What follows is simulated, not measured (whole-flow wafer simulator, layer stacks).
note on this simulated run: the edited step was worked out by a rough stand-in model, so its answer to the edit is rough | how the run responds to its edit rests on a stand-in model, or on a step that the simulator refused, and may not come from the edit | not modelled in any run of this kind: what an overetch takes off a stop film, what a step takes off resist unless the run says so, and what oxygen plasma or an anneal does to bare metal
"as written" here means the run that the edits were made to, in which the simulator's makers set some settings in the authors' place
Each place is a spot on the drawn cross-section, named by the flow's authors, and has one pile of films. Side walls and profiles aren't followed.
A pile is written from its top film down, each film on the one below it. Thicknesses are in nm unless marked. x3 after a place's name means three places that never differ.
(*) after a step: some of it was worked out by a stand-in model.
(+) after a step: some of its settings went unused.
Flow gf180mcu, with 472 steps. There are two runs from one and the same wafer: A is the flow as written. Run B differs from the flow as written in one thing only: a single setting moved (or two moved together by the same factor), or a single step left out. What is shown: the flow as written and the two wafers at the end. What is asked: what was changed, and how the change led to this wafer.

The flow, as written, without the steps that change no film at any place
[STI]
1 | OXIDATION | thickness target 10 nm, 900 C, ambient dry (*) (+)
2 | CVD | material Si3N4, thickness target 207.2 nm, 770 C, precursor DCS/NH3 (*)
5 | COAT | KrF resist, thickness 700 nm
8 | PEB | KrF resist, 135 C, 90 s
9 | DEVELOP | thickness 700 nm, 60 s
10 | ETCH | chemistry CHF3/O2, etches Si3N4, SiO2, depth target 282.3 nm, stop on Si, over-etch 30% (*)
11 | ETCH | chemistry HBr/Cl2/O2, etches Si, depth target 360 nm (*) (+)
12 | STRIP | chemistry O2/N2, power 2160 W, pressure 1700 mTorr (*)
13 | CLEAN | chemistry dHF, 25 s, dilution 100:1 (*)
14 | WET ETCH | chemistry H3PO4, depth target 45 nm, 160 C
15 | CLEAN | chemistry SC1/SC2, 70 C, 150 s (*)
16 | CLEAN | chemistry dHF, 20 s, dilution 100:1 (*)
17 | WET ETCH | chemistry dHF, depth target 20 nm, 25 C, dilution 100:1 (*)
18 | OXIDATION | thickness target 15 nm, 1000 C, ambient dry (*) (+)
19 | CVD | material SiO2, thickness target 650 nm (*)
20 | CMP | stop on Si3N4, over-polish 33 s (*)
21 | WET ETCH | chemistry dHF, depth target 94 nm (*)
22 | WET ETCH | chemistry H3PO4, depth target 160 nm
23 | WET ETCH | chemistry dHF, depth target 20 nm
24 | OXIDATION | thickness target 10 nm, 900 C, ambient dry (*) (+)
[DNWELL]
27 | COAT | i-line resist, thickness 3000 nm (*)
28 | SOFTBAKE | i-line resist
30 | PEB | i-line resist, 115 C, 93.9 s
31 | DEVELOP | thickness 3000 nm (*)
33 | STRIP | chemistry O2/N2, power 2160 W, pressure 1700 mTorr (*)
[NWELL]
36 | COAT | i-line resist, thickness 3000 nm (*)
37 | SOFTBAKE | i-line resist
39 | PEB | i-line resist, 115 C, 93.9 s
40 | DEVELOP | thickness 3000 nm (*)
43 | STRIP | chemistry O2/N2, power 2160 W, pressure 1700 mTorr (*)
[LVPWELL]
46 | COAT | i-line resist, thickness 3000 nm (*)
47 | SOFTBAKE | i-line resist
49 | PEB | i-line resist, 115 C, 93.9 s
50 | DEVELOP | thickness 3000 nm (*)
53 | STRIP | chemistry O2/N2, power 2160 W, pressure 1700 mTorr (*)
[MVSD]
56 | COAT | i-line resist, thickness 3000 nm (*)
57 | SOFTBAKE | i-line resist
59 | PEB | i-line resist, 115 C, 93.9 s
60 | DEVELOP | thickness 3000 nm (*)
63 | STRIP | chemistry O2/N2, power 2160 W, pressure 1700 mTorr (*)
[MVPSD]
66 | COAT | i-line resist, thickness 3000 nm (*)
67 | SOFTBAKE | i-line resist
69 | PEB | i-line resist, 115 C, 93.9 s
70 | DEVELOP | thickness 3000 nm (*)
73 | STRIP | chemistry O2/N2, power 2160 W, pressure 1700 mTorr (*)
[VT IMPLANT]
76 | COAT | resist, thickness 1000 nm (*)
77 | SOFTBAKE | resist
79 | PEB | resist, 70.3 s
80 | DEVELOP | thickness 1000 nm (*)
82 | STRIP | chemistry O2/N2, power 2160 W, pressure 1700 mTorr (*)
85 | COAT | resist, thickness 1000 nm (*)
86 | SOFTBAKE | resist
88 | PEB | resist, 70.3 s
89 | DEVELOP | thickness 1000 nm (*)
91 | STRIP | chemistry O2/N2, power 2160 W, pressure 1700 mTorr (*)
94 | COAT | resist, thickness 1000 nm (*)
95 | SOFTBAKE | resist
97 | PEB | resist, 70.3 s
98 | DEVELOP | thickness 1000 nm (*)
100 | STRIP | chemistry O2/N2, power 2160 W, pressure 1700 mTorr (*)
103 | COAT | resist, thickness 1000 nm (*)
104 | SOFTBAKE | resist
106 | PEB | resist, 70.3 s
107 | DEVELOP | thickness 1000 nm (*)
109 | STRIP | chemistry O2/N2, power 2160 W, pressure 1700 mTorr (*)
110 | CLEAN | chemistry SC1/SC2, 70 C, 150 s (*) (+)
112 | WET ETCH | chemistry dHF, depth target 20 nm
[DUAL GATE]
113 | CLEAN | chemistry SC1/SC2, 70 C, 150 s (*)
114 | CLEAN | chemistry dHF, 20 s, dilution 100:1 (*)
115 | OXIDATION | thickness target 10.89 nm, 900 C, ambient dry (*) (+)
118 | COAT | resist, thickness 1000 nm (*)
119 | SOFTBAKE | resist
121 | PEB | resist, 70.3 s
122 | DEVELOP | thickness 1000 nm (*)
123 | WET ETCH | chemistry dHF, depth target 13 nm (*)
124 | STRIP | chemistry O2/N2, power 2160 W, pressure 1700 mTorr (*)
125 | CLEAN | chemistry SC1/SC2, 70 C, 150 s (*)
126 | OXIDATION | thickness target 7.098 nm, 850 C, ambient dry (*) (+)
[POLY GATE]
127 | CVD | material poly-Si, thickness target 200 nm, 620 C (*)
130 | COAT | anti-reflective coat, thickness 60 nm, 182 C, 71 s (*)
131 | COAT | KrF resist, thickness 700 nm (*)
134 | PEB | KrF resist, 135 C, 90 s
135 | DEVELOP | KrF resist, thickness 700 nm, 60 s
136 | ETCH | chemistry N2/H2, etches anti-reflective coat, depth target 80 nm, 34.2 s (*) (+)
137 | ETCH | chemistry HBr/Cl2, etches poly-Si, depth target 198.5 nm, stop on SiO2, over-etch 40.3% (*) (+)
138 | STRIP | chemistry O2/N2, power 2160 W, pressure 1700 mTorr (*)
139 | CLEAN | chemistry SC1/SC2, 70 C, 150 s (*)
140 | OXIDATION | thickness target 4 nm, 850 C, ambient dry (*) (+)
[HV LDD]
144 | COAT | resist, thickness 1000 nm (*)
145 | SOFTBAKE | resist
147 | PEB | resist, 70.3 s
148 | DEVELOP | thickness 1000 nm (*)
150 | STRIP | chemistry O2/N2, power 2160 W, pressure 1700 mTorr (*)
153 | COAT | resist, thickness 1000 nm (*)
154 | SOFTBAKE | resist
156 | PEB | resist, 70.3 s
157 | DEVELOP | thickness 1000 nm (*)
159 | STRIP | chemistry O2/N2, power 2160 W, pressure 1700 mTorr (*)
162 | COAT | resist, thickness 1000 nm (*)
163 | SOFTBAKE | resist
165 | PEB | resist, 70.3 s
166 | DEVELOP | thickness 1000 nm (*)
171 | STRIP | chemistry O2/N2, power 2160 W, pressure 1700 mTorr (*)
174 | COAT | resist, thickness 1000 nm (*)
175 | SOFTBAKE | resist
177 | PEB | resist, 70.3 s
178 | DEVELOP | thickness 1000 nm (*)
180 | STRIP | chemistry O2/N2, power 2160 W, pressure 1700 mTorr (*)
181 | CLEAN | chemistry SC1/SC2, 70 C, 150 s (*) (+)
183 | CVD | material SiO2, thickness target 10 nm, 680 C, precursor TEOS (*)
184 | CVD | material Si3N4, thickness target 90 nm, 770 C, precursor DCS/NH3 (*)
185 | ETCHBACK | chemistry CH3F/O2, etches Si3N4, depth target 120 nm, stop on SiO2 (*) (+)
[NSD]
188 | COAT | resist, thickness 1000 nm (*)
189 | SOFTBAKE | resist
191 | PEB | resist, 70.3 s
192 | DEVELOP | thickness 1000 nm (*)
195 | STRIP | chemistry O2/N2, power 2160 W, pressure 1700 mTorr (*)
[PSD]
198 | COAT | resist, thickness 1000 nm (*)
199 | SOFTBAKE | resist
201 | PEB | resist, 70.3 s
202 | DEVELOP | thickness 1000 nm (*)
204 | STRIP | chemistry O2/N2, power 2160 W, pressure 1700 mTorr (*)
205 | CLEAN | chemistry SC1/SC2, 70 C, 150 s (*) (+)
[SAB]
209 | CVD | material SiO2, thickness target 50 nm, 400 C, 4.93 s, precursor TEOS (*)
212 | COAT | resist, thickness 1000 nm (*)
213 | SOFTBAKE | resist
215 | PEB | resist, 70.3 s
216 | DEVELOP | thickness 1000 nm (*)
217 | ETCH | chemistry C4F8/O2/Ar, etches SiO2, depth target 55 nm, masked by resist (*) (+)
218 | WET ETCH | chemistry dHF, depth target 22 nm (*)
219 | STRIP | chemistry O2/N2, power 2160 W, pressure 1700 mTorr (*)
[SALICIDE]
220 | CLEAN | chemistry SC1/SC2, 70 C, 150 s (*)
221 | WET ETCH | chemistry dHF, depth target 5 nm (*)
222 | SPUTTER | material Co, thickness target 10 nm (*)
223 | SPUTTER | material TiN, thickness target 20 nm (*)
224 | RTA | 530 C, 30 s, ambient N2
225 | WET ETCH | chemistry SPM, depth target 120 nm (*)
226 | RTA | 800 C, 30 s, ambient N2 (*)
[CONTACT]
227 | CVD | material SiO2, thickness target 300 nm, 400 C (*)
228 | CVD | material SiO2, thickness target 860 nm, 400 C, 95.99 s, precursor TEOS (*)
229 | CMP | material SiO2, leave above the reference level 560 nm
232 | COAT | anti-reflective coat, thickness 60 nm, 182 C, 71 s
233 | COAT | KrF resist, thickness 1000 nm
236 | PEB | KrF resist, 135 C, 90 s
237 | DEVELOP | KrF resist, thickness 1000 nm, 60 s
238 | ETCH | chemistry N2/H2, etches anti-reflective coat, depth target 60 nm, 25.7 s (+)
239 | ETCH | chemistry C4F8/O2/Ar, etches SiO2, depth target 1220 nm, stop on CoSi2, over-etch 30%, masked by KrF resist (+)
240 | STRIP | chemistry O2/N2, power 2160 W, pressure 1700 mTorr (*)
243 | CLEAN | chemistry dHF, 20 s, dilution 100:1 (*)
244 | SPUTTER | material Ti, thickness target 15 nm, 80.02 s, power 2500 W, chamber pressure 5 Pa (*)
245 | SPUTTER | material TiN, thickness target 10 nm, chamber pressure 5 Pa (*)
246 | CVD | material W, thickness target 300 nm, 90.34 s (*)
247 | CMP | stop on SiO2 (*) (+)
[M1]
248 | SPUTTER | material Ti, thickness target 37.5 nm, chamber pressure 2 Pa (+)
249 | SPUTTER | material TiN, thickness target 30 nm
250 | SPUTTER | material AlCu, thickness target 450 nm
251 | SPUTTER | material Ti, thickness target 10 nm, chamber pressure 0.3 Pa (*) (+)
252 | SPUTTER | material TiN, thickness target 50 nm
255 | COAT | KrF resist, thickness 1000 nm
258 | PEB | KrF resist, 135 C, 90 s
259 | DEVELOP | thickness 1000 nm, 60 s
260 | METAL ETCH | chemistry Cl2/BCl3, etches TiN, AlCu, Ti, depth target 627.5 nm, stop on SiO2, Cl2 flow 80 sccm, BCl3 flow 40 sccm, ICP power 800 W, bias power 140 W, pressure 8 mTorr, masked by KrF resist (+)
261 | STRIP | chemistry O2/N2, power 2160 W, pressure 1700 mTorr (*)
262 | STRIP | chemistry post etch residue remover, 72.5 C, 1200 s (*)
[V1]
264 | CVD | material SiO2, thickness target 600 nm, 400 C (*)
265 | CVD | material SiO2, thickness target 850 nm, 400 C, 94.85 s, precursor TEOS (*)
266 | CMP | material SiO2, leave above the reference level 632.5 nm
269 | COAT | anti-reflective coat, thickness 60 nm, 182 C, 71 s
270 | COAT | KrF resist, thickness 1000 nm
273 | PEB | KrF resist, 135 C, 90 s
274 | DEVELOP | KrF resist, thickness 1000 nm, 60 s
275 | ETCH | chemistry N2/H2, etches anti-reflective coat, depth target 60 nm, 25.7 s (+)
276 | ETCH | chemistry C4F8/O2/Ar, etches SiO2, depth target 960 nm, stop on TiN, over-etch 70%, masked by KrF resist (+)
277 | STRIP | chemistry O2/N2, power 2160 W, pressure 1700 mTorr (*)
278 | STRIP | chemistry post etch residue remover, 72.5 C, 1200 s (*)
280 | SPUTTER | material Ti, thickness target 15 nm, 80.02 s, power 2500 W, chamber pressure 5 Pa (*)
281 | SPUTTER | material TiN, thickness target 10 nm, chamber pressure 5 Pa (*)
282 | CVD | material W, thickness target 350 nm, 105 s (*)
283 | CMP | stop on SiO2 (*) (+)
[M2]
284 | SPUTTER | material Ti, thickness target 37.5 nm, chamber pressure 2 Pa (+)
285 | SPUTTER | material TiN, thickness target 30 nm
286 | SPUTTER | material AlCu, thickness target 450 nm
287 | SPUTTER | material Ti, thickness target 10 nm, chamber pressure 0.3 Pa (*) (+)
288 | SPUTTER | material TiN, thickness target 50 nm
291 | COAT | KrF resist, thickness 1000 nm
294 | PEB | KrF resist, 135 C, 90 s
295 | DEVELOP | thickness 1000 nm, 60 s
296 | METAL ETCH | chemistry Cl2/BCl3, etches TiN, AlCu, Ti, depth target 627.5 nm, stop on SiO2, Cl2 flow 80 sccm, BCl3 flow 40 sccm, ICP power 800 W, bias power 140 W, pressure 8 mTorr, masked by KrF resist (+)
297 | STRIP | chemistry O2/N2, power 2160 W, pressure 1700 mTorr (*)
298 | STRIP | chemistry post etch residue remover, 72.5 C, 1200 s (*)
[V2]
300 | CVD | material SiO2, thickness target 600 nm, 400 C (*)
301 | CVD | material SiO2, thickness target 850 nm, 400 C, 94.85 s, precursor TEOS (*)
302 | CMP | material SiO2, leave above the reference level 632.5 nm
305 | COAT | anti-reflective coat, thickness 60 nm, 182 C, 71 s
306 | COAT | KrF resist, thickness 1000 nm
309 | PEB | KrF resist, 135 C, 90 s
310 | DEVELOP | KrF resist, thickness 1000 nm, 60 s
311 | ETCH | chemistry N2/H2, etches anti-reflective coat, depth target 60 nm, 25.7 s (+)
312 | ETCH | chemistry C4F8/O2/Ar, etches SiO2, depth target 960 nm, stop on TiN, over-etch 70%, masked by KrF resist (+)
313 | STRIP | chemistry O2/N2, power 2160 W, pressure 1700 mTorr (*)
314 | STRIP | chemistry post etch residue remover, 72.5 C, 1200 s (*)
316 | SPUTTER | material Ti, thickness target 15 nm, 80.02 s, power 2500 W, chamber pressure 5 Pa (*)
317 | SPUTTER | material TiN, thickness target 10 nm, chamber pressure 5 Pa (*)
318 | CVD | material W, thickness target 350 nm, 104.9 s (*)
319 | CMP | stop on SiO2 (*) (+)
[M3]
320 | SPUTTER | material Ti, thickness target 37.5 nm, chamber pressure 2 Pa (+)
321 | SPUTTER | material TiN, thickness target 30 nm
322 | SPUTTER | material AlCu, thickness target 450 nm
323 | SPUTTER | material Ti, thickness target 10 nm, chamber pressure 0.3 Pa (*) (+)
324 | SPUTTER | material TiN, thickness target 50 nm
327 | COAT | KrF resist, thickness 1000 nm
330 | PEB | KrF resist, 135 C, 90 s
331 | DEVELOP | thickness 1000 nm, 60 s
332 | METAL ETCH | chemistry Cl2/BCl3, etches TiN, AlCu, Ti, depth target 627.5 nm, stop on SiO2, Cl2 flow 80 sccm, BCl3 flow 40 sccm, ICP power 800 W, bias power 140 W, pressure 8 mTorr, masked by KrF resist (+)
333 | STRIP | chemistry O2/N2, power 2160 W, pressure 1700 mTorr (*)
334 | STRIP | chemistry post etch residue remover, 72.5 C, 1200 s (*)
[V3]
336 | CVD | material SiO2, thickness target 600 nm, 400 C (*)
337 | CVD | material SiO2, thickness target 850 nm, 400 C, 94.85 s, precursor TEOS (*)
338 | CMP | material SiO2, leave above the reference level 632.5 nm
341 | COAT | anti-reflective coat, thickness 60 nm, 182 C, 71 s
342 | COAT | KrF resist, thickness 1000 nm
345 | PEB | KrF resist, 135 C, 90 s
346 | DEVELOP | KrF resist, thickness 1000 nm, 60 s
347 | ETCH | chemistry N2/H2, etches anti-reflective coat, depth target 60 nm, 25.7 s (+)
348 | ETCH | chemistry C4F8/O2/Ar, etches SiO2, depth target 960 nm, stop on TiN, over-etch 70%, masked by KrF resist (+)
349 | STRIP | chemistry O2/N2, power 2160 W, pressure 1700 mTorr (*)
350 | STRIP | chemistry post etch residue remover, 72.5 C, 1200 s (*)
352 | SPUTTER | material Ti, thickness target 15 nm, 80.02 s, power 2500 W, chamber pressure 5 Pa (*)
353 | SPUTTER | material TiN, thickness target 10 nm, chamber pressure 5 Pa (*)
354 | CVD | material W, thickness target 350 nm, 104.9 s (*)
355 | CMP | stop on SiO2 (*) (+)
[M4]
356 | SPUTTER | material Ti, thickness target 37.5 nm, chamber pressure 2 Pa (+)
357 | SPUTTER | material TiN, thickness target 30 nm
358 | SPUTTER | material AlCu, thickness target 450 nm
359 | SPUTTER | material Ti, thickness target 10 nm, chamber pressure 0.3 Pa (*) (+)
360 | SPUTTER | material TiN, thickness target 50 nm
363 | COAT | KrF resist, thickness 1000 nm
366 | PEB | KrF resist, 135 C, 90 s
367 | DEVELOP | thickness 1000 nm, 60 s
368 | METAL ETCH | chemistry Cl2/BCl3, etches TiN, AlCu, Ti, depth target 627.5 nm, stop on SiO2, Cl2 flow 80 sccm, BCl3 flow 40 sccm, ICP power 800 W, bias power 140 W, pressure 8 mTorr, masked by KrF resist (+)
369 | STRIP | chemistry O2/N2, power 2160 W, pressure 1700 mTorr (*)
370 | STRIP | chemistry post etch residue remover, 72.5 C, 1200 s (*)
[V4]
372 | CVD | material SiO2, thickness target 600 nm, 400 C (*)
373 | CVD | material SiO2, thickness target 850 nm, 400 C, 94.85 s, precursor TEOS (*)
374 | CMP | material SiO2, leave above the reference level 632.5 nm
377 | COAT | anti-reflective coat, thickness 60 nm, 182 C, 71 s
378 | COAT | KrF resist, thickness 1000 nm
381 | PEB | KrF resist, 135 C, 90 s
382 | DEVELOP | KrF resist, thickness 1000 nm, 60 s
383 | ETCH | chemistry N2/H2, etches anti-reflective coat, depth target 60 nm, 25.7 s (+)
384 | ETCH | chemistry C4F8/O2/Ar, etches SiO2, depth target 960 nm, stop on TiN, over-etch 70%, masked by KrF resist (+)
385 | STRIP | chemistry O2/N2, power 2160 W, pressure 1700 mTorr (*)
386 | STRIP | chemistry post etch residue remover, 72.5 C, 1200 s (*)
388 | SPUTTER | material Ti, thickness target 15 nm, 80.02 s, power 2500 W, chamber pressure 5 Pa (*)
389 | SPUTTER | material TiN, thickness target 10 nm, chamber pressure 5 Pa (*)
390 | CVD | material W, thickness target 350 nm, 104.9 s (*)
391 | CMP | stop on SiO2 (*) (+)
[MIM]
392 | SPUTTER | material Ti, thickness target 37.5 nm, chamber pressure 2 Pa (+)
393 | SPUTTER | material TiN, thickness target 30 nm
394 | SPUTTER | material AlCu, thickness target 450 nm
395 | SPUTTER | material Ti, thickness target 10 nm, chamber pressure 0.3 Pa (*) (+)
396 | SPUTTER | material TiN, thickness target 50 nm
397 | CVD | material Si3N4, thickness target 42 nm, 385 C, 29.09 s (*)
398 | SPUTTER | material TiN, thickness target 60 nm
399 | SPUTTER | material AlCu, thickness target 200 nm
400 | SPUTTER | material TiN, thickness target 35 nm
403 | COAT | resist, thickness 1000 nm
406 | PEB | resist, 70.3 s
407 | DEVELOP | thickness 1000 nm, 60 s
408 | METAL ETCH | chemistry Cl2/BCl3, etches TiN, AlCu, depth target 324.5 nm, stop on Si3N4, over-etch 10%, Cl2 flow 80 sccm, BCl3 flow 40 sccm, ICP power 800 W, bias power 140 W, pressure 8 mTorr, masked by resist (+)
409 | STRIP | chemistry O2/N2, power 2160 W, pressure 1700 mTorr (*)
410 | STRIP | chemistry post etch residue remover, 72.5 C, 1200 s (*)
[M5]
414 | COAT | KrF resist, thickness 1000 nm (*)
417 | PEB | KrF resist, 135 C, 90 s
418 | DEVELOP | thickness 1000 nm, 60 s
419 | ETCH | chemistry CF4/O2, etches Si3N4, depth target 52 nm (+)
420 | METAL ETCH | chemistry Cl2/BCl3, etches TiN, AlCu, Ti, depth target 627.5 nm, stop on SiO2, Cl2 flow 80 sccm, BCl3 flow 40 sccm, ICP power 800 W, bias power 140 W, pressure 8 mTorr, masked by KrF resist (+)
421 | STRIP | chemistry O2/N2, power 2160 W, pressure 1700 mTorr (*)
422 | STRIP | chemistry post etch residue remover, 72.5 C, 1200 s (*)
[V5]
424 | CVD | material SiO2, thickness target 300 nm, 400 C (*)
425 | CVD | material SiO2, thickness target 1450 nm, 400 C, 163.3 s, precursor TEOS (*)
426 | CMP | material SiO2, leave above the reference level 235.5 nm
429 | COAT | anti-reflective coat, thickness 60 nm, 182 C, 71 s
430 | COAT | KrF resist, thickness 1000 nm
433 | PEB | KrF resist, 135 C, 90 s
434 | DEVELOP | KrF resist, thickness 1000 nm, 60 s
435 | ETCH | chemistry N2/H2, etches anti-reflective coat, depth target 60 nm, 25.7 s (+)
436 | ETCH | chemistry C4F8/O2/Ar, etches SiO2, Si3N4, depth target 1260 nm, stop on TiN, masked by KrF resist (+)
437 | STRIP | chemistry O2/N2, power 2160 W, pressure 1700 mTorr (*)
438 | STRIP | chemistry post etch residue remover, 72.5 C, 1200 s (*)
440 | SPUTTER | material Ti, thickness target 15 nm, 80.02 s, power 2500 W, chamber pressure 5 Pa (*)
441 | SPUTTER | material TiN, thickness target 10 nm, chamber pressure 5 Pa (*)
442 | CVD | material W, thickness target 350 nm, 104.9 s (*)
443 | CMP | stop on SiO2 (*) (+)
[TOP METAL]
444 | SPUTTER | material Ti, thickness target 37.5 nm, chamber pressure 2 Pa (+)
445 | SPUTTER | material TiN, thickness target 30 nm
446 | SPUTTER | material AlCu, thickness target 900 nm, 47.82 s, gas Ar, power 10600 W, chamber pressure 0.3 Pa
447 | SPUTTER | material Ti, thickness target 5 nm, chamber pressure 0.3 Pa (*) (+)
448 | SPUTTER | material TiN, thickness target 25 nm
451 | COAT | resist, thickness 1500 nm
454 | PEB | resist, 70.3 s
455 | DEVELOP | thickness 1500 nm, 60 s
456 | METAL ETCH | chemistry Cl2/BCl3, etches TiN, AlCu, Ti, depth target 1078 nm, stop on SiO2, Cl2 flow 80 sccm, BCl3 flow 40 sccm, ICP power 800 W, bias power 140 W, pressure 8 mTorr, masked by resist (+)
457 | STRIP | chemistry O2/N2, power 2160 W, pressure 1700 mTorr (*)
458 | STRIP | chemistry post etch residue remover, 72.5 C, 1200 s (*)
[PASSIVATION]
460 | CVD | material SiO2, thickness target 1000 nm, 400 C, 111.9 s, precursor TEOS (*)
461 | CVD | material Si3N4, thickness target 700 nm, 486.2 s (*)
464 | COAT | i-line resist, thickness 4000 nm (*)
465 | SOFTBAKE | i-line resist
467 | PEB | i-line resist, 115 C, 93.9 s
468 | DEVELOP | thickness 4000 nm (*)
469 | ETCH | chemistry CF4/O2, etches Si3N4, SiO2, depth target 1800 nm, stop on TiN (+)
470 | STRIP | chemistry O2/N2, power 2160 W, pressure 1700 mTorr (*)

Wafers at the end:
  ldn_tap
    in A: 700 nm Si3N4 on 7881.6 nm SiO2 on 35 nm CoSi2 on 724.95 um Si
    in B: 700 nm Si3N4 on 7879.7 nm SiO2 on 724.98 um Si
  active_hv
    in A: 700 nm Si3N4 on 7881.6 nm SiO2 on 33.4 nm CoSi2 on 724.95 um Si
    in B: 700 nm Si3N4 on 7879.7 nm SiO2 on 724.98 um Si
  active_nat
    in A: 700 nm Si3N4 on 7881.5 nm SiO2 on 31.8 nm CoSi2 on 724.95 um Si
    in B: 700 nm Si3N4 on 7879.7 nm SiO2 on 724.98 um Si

The reason: step 217, ETCH: depth target 24.2 nm was run, whereas the flow has depth target 55 nm.

The path from the change to this, step by step:
  217 | ETCH | chemistry C4F8/O2/Ar, etches SiO2, depth target 55 nm, masked by resist (*) (+)
      spacer: A SiO2 loses 50 (all of it), Si3N4 loses 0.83 | B SiO2 loses 24.2
      field, field__w1, field__w2 and 96 more: A SiO2 loses 55 | B SiO2 loses 24.2
      (as well as at 11 more places)
  218 | WET ETCH | chemistry dHF, depth target 22 nm (*)
      ldn_tap, ldn_src, ldn_drn, ldp_tap, ldp_src, ldp_drn, ldp_gr: A SiO2 loses 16 (all of it) | B SiO2 loses 43
      ld_drn_n, ld_sd_p: A SiO2 loses 14.8 (all of it) | B SiO2 loses 42.1
      (as well as at 91 more places)
  219 | STRIP | chemistry O2/N2, power 2160 W, pressure 1700 mTorr (*)
      active_hv, active_nat, ld_sd_n and 11 more: A chemical SiO2 gains 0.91 (new film), Si loses 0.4 | B nothing
  221 | WET ETCH | chemistry dHF, depth target 5 nm (*)
      active_hv, active_nat, ld_sd_n and 10 more: A chemical SiO2 loses 0.76 (all of it) | B SiO2 loses 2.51
      ld_drn_p: A chemical SiO2 loses 0.76 (all of it) | B SiO2 loses 2.31 (all of it)
  223 | SPUTTER | material TiN, thickness target 20 nm (*)
      field__w12: A TiN gains 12 (new film) | B TiN gains 12.8 (new film)
      ld_sd_n: A TiN gains 15.5 (new film) | B TiN gains 16.1 (new film)
  224 | RTA | 530 C, 30 s, ambient N2
      ldn_tap, ldn_src, ldn_drn, ldp_tap, ldp_src, ldp_drn, ldp_gr: A under 1 film: CoSi gains 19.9 (new film), Co loses 10 (all of it), Si loses 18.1 | B nothing
      active_hv: A under 1 film: CoSi gains 19 (new film), Co loses 9.55 (all of it), Si loses 17.3 | B nothing
      (as well as at 5 more places)
  225 | WET ETCH | chemistry SPM, depth target 120 nm (*)
      ldn_tap, ldn_src, ldn_drn, ldp_tap, ldp_src, ldp_drn, ldp_gr: A TiN loses 20 (all of it) | B TiN loses 20 (all of it), Co loses 10 (all of it)
      active_hv: A TiN loses 19 (all of it) | B TiN loses 19 (all of it), Co loses 9.55 (all of it)
      (as well as at 6 more places)
  226 | RTA | 800 C, 30 s, ambient N2 (*)
      ldn_tap, ldn_src, ldn_drn, ldp_tap, ldp_src, ldp_drn, ldp_gr: A CoSi2 gains 35 (new film), CoSi loses 19.9 (all of it), Si loses 18.1 | B nothing
      active_hv: A CoSi2 gains 33.4 (new film), CoSi loses 19 (all of it), Si loses 17.3 | B nothing
      (as well as at 5 more places)
  227 | CVD | material SiO2, thickness target 300 nm, 400 C (*)
      active_hv, active_nat, ld_sd_n and 10 more: A SiO2 gains 300 (new film) | B SiO2 gains 300
  229 | CMP | material SiO2, leave above the reference level 560 nm
      ldn_sep__w1, ldn_sep__w2, ldn_dft and 8 more: A SiO2 loses 311 | B SiO2 loses 322.4
      sti, mim_1p0, pad, dice_street, iso_nw_fld, iso_fld_sub: A SiO2 loses 296.8 | B SiO2 loses 308.2
      (as well as at 34 more places)
With metal films that touch counted as one body, ldn_tap has 0 bodies; the flow as written gives 1 body.
With metal films that touch counted as one body, active_hv has 0 bodies; the flow as written gives 1 body.
With metal films that touch counted as one body, active_nat has 0 bodies; the flow as written gives 1 body.
